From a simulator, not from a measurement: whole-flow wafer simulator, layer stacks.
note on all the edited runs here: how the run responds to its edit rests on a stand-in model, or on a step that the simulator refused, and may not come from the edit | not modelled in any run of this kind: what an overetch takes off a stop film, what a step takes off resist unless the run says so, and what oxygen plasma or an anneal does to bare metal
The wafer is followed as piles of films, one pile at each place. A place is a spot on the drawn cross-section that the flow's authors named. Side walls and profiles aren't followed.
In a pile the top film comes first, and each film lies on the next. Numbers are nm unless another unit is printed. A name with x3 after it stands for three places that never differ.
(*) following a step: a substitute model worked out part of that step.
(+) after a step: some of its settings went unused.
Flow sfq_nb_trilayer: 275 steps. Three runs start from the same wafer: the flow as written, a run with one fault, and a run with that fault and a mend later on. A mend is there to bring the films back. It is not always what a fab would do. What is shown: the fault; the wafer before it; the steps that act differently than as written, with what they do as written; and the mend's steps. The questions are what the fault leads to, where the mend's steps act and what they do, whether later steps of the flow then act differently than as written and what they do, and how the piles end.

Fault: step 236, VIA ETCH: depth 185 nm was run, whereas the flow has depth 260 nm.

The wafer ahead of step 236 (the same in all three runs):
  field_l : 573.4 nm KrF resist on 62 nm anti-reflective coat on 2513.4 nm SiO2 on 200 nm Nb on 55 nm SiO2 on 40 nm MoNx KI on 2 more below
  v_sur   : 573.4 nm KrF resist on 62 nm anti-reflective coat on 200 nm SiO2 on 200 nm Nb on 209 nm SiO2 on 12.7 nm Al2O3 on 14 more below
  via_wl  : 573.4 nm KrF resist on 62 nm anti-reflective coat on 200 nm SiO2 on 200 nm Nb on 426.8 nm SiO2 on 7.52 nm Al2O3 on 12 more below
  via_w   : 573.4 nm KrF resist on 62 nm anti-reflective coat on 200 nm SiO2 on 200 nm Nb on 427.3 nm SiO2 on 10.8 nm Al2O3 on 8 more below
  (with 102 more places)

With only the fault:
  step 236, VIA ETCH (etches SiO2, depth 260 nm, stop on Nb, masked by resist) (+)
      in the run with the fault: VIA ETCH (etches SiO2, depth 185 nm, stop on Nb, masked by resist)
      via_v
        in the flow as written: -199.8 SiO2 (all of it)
        in the run with the fault: -185 SiO2
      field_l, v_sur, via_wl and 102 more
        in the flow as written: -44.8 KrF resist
        in the run with the fault: -31.9 KrF resist
  Later steps of the flow acting differently than as written (4 more steps, not shown, differ only slightly: by at most 2% or 0.5 nm, whichever is larger):
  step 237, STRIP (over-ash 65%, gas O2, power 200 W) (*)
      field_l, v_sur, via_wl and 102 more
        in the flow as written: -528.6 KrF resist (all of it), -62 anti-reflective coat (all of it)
        in the run with the fault: -541.5 KrF resist (all of it), -62 anti-reflective coat (all of it)
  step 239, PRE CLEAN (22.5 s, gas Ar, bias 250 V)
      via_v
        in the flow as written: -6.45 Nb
        in the run with the fault: -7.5 SiO2
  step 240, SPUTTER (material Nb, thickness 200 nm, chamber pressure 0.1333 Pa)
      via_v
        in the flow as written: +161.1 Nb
        in the run with the fault: +164.4 Nb (new film)
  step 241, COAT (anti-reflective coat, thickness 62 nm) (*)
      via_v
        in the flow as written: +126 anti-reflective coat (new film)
        in the run with the fault: +115.8 anti-reflective coat (new film)
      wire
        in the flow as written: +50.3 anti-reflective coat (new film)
        in the run with the fault: +48.5 anti-reflective coat (new film)
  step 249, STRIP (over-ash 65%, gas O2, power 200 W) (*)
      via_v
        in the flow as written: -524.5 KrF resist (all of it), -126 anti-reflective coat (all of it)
        in the run with the fault: -518.1 KrF resist (all of it), -115.8 anti-reflective coat (all of it)
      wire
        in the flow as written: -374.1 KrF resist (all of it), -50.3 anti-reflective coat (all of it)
        in the run with the fault: -375.9 KrF resist (all of it), -48.5 anti-reflective coat (all of it)
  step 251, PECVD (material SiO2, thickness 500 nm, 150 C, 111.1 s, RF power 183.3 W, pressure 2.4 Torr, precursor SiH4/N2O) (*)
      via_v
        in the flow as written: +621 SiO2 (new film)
        in the run with the fault: +577.8 SiO2 (new film)
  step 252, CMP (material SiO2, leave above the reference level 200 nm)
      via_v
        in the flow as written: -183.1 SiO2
        in the run with the fault: -157.1 SiO2
  At via_v, the piles at the end differ from the flow's by more than 2% or 0.5 nm, whichever is larger.
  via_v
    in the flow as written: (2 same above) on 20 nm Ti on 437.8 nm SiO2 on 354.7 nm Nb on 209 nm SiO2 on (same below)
    in the run with the fault: (2 same above) on 20 nm Ti on 420.7 nm SiO2 on 164.4 nm Nb on 7.34 nm SiO2 on 200 nm Nb on 209 nm SiO2 on (same below)

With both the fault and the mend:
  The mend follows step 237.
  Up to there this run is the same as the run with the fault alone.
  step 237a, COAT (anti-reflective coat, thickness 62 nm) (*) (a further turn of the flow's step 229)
      p4_fl x3, p4_w1 x9, p4_g1 x2 and 63 more
        +62 anti-reflective coat (new film)
      field_r, lsp_l, ln_m5, lsp_m, ln_m6, lsp_r, l0_sur, l0v
        +61.8 anti-reflective coat (new film)
      be_r, r_sur, res, r_end, moat
        +61.7 anti-reflective coat (new film)
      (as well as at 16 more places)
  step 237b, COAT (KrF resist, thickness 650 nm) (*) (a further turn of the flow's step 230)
      p4_fl x3, p4_w1 x9, p4_g1 x2 and 63 more
        +650 KrF resist (new film)
      ln_m5, lsp_m, ln_m6, lsp_r, l0_sur, l0v
        +649.6 KrF resist (new film)
      r_end, moat, field_r, lsp_l
        +649.5 KrF resist (new film)
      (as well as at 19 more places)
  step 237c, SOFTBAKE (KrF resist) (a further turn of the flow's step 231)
      does not change any film at any place that is followed
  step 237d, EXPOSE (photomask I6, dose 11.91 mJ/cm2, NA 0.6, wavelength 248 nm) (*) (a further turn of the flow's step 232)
      does not change any film at any place that is followed
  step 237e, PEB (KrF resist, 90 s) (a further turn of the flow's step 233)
      ce_r, sp_r, be_r and 89 more
        -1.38 KrF resist
      field_l, v_sur, via_wl and 8 more
        -1.37 KrF resist
      via_wr, be
        -1.36 KrF resist
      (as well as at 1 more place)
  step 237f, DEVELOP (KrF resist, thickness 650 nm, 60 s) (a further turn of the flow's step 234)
      field_l, v_sur, via_wl and 102 more
        -23.5 KrF resist
      via_v
        -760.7 KrF resist (all of it)
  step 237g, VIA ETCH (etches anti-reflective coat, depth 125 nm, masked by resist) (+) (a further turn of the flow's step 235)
      field_l, v_sur, via_wl and 102 more
        -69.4 KrF resist
      via_v
        -110.6 anti-reflective coat (all of it)
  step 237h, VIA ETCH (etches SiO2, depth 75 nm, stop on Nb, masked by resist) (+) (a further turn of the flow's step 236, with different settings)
      field_l, v_sur, via_wl and 102 more
        -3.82 KrF resist
      via_v
        -14.8 SiO2 (all of it)
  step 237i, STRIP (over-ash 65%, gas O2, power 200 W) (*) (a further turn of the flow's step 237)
      p4_fl x3, p4_w1 x9, p4_g1 x2 and 63 more
        -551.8 KrF resist (all of it), -62 anti-reflective coat (all of it)
      field_r, lsp_l, ln_m5, lsp_m, ln_m6, lsp_r, l0_sur, l0v
        -551.4 KrF resist (all of it), -61.8 anti-reflective coat (all of it)
      v_sur, gap
        -549.7 KrF resist (all of it), -61.3 anti-reflective coat (all of it)
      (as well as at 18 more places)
  Every later step of the flow that is run acts as written, at every place that is followed, to within 2% or 0.5 nm, whichever is larger.
  The piles end the same as the flow's at every place that both follow.
